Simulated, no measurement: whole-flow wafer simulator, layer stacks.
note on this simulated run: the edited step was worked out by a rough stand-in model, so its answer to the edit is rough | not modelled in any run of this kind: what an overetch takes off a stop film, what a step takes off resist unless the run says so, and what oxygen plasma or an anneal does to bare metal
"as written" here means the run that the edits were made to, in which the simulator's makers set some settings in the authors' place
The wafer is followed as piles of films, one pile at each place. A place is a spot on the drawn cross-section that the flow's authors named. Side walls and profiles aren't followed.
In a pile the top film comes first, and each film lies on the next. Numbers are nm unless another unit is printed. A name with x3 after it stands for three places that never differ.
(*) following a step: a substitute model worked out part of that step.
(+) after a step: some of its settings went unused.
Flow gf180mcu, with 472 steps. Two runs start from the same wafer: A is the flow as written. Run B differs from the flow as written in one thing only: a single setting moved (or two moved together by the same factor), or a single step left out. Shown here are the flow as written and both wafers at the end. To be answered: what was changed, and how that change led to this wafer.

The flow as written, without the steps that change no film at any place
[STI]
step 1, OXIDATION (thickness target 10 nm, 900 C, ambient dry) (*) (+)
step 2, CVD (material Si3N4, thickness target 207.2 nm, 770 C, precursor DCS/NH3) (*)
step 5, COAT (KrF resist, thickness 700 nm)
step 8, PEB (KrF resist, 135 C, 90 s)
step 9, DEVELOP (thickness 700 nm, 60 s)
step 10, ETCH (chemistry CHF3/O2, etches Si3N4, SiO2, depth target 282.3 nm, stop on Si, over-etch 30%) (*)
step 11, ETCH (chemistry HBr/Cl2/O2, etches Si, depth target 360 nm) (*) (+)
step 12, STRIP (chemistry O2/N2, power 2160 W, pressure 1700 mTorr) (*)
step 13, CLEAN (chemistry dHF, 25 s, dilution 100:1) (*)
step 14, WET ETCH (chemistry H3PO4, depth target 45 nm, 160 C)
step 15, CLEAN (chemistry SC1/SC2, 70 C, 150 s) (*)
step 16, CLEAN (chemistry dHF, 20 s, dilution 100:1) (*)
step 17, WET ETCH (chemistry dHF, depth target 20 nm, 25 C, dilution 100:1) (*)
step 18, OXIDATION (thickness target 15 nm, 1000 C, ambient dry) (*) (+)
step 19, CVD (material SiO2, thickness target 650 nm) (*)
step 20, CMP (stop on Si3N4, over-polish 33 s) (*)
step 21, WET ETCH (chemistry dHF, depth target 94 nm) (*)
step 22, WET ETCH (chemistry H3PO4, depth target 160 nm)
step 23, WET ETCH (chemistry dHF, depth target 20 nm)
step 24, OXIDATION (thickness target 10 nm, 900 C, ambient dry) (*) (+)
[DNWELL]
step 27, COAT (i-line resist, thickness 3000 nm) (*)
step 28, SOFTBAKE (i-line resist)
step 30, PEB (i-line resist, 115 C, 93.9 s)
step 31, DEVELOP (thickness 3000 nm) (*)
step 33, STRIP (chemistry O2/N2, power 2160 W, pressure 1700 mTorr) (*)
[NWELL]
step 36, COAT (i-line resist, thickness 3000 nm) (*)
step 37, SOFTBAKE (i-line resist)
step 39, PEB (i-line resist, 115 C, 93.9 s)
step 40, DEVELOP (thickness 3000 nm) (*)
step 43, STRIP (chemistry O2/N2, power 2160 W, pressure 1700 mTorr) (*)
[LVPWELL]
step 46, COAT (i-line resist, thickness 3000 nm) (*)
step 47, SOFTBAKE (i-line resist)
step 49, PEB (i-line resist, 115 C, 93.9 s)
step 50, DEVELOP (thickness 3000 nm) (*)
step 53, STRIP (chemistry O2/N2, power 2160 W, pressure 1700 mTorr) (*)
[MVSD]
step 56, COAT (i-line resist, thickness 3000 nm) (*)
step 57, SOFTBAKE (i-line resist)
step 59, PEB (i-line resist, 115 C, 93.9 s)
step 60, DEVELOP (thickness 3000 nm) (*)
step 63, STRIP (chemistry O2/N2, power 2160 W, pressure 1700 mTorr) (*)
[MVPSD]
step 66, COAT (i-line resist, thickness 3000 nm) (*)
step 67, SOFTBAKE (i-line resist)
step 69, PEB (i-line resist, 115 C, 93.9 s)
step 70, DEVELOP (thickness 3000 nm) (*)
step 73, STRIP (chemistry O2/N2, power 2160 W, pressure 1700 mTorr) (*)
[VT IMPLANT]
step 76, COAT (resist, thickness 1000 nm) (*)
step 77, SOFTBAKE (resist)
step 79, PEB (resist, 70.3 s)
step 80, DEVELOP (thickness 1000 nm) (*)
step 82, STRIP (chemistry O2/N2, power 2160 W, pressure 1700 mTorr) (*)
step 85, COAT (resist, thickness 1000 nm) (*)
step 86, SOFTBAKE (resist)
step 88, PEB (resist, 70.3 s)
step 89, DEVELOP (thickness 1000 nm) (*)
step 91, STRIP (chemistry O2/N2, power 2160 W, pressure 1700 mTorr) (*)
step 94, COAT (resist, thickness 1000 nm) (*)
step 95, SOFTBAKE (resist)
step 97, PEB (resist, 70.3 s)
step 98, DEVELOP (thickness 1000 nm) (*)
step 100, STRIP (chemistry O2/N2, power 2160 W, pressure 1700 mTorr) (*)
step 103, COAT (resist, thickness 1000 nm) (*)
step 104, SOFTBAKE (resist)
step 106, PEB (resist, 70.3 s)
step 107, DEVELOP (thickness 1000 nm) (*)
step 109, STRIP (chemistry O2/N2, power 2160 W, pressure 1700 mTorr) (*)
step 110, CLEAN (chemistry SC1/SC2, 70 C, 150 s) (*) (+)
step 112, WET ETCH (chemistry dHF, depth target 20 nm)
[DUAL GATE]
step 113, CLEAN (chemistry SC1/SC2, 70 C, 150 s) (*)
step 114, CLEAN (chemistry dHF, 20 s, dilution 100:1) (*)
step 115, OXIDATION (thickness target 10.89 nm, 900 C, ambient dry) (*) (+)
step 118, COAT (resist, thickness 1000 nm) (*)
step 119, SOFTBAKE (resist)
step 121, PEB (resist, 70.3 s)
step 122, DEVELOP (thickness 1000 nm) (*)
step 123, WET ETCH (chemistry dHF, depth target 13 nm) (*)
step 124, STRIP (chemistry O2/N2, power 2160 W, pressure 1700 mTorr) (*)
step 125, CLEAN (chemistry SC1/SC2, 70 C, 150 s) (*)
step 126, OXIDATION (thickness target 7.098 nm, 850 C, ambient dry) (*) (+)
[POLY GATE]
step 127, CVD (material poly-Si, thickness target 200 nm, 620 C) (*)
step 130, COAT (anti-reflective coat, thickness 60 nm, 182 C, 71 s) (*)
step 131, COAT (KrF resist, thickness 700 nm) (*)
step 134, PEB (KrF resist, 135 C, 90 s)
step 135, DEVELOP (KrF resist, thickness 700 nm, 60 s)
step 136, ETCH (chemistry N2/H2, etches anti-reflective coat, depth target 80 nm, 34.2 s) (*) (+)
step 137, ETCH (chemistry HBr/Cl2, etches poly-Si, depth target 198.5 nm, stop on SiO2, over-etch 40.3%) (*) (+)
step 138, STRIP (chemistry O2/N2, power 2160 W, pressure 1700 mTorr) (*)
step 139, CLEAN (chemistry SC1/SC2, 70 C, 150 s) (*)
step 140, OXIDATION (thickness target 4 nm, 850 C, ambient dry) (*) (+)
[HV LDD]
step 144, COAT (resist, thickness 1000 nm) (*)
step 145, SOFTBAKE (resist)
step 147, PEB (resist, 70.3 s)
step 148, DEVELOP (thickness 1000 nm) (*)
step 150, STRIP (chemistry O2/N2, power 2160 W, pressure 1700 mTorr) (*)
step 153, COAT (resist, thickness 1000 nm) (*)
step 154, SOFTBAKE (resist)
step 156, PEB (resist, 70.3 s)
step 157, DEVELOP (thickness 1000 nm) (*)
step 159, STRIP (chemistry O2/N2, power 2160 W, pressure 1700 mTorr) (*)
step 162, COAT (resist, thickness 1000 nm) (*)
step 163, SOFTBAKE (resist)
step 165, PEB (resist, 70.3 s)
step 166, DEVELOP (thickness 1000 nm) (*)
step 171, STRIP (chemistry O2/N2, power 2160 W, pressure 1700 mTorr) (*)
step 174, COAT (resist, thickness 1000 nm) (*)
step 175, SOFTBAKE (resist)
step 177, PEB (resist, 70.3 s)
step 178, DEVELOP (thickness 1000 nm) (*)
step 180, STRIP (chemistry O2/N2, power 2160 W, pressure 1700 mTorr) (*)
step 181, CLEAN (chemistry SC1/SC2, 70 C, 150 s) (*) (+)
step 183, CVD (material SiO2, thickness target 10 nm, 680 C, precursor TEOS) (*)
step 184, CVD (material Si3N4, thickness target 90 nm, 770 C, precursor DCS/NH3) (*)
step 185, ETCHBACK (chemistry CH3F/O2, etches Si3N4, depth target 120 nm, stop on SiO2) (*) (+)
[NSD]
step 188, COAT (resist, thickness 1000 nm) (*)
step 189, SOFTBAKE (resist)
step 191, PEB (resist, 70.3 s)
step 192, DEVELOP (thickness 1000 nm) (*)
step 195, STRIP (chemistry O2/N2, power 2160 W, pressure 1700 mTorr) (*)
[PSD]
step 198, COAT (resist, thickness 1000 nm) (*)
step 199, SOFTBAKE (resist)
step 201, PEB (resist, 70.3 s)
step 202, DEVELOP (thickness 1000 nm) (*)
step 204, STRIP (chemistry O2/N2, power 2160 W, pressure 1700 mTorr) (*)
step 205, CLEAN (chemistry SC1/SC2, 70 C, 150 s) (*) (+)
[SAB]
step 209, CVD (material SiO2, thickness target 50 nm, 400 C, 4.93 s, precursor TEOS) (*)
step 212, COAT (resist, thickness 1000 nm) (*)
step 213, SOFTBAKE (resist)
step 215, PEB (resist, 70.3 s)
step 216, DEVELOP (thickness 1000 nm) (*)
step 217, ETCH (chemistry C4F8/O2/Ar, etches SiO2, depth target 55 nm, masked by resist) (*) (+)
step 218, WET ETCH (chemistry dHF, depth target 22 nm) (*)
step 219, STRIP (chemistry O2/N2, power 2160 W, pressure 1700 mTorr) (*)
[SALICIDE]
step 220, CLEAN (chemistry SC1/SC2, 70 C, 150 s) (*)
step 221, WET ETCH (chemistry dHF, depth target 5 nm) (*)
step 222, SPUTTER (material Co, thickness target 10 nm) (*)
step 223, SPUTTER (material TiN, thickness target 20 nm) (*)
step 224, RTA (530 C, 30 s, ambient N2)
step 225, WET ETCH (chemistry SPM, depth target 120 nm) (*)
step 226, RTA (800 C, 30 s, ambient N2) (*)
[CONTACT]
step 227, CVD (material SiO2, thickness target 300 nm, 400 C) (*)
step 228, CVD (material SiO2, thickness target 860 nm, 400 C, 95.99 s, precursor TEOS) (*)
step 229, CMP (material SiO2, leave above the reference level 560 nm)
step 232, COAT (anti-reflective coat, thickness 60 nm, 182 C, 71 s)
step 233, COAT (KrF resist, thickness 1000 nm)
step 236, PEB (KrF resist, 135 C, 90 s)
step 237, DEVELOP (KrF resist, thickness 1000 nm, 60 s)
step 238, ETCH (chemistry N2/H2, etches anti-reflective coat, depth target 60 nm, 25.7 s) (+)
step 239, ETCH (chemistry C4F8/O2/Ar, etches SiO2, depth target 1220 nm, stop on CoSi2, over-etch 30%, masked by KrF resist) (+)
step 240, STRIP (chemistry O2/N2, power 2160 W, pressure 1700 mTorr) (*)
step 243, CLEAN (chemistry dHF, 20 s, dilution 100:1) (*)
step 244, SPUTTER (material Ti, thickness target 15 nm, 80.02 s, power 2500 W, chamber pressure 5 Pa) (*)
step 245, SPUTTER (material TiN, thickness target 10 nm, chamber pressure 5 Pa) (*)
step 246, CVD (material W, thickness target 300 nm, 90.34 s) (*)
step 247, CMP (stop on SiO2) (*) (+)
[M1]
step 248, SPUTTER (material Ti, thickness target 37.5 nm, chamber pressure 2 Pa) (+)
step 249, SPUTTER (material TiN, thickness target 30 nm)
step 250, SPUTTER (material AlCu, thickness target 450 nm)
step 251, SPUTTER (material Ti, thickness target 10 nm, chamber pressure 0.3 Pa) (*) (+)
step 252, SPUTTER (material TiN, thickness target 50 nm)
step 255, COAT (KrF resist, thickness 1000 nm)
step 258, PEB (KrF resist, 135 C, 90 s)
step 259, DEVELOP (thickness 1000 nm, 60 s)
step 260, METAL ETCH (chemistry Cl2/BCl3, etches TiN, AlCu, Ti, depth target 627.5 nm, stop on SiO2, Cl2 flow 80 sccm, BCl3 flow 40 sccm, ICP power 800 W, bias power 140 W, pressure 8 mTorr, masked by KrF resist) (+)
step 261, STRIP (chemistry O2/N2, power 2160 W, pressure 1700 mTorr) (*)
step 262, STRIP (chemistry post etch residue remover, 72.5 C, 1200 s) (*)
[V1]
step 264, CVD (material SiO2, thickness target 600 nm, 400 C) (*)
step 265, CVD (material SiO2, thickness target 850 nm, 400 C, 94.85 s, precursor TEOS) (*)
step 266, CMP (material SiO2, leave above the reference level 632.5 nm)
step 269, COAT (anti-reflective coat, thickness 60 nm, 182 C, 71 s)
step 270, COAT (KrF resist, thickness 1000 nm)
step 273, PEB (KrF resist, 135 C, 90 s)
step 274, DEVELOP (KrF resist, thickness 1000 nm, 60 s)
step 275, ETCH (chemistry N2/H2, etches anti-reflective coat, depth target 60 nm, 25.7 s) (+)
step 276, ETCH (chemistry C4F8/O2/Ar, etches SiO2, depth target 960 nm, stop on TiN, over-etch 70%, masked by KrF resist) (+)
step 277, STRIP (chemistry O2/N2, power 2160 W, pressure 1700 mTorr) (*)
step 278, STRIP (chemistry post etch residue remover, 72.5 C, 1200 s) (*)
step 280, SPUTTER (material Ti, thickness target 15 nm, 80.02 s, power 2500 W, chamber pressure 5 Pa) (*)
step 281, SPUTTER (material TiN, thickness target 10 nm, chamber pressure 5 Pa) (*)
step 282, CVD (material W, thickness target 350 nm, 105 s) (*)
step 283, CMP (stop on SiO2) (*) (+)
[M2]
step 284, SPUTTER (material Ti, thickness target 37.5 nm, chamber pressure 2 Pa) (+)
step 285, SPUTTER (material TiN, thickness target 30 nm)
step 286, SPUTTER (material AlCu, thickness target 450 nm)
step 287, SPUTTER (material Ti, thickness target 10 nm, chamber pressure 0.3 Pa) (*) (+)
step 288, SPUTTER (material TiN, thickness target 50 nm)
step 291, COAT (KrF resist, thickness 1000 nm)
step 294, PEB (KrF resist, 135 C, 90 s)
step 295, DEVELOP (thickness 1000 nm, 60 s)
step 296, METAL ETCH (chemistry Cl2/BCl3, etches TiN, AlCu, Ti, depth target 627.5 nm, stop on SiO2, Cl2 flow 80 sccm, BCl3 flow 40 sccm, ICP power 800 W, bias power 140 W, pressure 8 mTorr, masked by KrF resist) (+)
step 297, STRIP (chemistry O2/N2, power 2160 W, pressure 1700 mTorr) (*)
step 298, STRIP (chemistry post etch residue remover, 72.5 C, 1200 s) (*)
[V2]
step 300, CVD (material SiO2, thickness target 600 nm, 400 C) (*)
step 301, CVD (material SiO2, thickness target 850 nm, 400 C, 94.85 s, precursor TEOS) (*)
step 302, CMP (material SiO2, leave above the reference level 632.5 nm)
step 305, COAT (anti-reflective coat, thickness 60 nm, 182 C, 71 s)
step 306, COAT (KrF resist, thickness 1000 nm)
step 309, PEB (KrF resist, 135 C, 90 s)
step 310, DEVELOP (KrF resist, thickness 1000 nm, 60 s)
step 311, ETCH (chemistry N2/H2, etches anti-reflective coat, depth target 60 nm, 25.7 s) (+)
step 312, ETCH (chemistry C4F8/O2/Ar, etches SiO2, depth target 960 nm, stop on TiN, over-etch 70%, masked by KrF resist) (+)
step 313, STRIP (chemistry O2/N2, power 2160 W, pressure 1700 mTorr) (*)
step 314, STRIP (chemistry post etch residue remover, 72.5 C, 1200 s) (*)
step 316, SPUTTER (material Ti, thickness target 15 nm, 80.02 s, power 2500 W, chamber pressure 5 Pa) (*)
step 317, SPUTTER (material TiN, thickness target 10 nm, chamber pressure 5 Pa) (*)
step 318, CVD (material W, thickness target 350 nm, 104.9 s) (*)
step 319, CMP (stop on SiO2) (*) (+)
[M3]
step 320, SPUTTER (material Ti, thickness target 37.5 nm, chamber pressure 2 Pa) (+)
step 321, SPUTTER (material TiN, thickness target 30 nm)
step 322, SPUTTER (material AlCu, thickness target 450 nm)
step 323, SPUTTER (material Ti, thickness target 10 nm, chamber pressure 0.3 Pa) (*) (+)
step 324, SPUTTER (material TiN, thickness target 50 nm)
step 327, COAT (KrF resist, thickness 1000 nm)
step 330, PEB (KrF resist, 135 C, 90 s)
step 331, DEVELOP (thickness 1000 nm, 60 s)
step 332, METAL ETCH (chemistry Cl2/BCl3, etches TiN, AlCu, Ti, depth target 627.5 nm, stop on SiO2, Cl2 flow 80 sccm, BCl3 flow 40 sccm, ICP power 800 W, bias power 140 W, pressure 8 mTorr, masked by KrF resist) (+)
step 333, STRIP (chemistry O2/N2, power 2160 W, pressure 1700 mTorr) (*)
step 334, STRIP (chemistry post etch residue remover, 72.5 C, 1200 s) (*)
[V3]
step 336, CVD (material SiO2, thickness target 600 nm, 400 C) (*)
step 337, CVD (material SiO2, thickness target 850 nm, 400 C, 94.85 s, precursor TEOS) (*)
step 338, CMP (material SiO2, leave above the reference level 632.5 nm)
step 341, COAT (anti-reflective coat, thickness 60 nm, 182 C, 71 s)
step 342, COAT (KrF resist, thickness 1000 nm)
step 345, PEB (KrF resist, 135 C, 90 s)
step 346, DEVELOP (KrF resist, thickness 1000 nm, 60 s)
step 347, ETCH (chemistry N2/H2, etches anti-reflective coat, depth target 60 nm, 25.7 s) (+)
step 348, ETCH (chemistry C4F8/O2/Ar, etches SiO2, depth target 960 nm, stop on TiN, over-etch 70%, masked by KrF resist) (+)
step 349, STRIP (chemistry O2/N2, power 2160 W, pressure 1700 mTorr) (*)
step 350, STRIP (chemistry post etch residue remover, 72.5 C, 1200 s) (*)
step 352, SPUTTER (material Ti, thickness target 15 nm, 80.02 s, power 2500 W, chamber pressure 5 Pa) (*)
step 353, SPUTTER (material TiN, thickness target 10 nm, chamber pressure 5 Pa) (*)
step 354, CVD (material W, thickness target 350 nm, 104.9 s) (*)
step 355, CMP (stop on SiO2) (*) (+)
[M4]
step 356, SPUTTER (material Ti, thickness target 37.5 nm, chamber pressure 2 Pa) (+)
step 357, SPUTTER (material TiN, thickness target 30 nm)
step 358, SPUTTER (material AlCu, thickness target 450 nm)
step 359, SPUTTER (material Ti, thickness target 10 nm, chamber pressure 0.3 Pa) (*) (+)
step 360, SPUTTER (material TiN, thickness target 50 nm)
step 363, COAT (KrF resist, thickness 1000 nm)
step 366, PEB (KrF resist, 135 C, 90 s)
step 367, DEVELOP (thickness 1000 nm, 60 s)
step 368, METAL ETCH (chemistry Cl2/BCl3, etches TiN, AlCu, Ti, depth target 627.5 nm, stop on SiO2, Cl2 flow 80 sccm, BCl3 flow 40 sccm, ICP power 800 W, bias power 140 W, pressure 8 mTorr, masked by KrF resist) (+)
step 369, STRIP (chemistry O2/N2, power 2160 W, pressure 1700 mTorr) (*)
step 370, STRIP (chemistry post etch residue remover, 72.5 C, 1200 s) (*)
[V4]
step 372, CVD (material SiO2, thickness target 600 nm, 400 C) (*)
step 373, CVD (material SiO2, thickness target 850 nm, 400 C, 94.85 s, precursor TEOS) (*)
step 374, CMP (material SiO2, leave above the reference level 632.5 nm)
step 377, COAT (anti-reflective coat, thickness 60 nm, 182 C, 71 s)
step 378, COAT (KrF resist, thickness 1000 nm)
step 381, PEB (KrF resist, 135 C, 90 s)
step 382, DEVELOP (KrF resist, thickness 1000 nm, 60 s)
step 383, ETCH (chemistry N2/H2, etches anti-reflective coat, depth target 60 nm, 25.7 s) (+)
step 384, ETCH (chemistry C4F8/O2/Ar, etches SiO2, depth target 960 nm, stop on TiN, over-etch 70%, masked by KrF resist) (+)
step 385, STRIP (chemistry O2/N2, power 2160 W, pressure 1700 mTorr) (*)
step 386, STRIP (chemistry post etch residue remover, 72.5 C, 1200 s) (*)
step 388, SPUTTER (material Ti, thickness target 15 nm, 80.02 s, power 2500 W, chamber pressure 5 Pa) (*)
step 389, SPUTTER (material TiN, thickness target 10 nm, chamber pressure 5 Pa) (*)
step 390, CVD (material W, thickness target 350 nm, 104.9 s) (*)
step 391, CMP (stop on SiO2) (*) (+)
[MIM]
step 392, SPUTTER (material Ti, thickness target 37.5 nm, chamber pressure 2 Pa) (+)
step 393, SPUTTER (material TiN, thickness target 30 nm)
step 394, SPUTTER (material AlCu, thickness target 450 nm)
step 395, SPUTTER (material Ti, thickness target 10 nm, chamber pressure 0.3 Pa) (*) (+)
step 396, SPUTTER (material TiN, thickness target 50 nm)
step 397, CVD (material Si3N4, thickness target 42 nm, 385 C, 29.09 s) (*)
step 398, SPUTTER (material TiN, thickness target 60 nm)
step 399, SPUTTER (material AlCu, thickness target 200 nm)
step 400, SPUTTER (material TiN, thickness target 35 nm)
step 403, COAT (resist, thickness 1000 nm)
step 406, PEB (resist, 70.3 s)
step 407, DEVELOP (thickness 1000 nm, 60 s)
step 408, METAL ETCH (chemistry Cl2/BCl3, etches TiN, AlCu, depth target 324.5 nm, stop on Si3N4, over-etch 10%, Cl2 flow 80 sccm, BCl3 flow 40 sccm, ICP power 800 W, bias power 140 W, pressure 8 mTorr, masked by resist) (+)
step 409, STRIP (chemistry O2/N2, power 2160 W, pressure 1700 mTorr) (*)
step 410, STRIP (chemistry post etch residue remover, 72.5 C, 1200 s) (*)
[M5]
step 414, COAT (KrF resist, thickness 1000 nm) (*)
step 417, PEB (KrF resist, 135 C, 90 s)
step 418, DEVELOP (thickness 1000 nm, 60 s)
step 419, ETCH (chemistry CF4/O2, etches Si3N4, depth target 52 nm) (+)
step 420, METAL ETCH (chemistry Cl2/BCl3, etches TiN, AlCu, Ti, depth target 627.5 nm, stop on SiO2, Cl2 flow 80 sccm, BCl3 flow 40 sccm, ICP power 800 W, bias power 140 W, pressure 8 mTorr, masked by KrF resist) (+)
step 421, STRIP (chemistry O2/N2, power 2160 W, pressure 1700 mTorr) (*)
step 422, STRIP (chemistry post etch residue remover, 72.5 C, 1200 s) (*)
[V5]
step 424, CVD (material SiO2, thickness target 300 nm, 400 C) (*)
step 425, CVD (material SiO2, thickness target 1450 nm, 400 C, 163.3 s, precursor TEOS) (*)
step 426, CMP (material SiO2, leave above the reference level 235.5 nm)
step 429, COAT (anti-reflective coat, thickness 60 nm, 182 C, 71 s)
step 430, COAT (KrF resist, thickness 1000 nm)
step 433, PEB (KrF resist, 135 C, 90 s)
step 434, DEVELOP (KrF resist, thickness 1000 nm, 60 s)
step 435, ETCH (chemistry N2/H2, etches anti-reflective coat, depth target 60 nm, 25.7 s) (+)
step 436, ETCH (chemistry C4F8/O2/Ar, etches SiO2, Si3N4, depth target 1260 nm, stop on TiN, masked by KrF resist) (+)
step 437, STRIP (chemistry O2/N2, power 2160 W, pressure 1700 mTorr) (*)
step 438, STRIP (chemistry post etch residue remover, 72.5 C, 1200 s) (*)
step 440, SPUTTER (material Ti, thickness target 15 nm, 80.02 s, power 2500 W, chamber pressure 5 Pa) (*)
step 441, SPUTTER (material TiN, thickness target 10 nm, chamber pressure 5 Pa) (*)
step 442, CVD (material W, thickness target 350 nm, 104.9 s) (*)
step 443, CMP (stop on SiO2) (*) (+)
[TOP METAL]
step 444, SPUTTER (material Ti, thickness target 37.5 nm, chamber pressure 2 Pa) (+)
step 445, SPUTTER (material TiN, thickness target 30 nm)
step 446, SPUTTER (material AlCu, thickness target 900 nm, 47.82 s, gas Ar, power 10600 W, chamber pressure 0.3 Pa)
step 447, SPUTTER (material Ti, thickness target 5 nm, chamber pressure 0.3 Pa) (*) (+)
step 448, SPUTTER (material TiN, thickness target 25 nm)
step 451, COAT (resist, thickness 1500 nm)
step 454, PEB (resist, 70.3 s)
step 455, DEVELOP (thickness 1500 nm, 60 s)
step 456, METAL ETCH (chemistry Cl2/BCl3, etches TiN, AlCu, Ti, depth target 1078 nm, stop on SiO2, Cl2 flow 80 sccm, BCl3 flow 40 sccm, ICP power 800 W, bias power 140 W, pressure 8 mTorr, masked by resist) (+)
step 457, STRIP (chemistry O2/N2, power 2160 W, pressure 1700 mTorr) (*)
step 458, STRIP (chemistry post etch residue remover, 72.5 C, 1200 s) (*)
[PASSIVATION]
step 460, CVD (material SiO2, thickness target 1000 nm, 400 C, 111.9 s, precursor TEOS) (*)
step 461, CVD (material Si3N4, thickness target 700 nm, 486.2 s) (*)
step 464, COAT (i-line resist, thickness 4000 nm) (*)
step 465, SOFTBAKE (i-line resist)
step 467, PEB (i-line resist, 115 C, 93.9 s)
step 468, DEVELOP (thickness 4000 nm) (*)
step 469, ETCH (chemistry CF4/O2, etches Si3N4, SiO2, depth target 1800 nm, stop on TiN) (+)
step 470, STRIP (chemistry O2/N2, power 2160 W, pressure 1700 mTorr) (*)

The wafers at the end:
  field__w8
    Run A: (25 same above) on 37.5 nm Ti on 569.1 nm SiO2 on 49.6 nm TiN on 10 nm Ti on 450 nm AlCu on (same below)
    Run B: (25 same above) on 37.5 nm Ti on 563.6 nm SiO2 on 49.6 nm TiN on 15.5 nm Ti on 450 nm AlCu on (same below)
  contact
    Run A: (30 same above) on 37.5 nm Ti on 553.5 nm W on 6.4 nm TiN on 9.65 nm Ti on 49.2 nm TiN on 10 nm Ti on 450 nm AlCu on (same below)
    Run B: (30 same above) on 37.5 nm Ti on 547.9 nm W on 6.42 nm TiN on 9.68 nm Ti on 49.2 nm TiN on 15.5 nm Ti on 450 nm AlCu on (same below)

Cause: step 287, SPUTTER: thickness target 15.5 nm was run, whereas the flow has thickness target 10 nm.
The wafer lets one read it off: field__w8 has Ti 15.5, and step 287 as written asks for 10 nm.

The path from the change to this, step by step:
  step 287, SPUTTER (material Ti, thickness target 10 nm, chamber pressure 0.3 Pa) (*) (+)
      field, field__w1, field__w2 and 108 more: A Ti gains 10 (new film) | B Ti gains 15.5 (new film)
  step 296, METAL ETCH (chemistry Cl2/BCl3, etches TiN, AlCu, Ti, depth target 627.5 nm, stop on SiO2, Cl2 flow 80 sccm, BCl3 flow 40 sccm, ICP power 800 W, bias power 140 W, pressure 8 mTorr, masked by KrF resist) (+)
      field, field__w1, field__w2 and 103 more: A TiN loses 50 (all of it), Ti loses 10 (all of it), AlCu loses 450 (all of it), TiN loses 30 (all of it), Ti loses 37.5 (all of it) | B TiN loses 50 (all of it), Ti loses 15.5 (all of it), AlCu loses 450 (all of it), TiN loses 30 (all of it), Ti loses 37.5 (all of it)
